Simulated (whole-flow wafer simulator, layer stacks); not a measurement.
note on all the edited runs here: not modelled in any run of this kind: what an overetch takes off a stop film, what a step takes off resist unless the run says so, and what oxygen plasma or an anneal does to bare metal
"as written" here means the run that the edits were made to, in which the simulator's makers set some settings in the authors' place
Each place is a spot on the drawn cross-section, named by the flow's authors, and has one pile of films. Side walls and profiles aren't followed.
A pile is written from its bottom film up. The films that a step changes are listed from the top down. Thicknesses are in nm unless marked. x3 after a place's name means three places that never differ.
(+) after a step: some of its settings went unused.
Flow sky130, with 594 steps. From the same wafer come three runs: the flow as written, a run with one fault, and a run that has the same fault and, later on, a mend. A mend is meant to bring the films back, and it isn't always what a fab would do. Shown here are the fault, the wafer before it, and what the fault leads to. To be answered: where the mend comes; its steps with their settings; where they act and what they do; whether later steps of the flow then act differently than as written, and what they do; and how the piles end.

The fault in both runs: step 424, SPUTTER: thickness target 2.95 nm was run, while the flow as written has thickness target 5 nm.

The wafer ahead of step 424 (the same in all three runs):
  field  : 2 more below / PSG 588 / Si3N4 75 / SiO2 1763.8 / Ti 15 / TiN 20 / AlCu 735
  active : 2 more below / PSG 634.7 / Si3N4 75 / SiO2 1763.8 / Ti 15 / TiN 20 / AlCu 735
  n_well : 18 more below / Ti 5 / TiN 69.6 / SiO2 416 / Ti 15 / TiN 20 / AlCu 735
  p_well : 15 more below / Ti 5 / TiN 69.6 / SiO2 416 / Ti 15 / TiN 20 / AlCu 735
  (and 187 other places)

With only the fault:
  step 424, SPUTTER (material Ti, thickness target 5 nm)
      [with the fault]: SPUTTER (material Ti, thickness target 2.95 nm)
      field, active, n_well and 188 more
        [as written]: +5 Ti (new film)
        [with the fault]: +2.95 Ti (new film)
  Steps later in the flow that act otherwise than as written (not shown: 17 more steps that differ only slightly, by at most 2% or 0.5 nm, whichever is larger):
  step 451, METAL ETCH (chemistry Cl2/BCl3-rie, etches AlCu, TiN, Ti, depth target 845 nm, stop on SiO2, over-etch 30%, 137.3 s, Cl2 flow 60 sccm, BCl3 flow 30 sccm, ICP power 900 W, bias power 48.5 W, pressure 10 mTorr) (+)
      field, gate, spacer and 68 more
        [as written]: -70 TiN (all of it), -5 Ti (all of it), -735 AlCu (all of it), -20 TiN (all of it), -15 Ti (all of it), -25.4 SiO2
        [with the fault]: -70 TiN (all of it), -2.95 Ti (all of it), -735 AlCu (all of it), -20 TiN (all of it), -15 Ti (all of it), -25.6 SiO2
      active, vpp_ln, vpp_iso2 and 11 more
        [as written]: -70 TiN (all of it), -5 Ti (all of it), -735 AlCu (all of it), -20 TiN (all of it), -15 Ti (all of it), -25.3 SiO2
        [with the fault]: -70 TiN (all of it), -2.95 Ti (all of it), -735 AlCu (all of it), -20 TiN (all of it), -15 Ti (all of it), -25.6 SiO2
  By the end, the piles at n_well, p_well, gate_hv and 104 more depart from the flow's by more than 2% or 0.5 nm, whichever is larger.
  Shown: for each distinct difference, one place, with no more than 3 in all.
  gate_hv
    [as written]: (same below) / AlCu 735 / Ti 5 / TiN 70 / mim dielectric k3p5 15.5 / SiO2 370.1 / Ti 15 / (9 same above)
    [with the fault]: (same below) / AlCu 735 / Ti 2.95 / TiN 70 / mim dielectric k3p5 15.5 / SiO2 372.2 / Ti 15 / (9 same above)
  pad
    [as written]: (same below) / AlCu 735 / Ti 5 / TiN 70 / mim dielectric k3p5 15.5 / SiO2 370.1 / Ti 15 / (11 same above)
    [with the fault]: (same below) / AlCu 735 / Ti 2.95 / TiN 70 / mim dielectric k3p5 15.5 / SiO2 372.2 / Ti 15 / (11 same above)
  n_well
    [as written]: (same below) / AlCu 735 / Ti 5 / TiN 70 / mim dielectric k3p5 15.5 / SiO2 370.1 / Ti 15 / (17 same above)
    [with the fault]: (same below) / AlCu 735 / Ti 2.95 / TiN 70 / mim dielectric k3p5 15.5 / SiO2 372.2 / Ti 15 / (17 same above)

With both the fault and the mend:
  After step 424 comes the mend.
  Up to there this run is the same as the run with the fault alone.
  step 424a, SPUTTER (material Ti, thickness target 2.05 nm) (a further turn of the flow's step 424, with different settings)
      field, active, n_well and 188 more
        +2.05 Ti
  None of the later steps of the flow acts differently than as written at any place that is followed.
  The piles end the same as the flow's at every place that both follow.
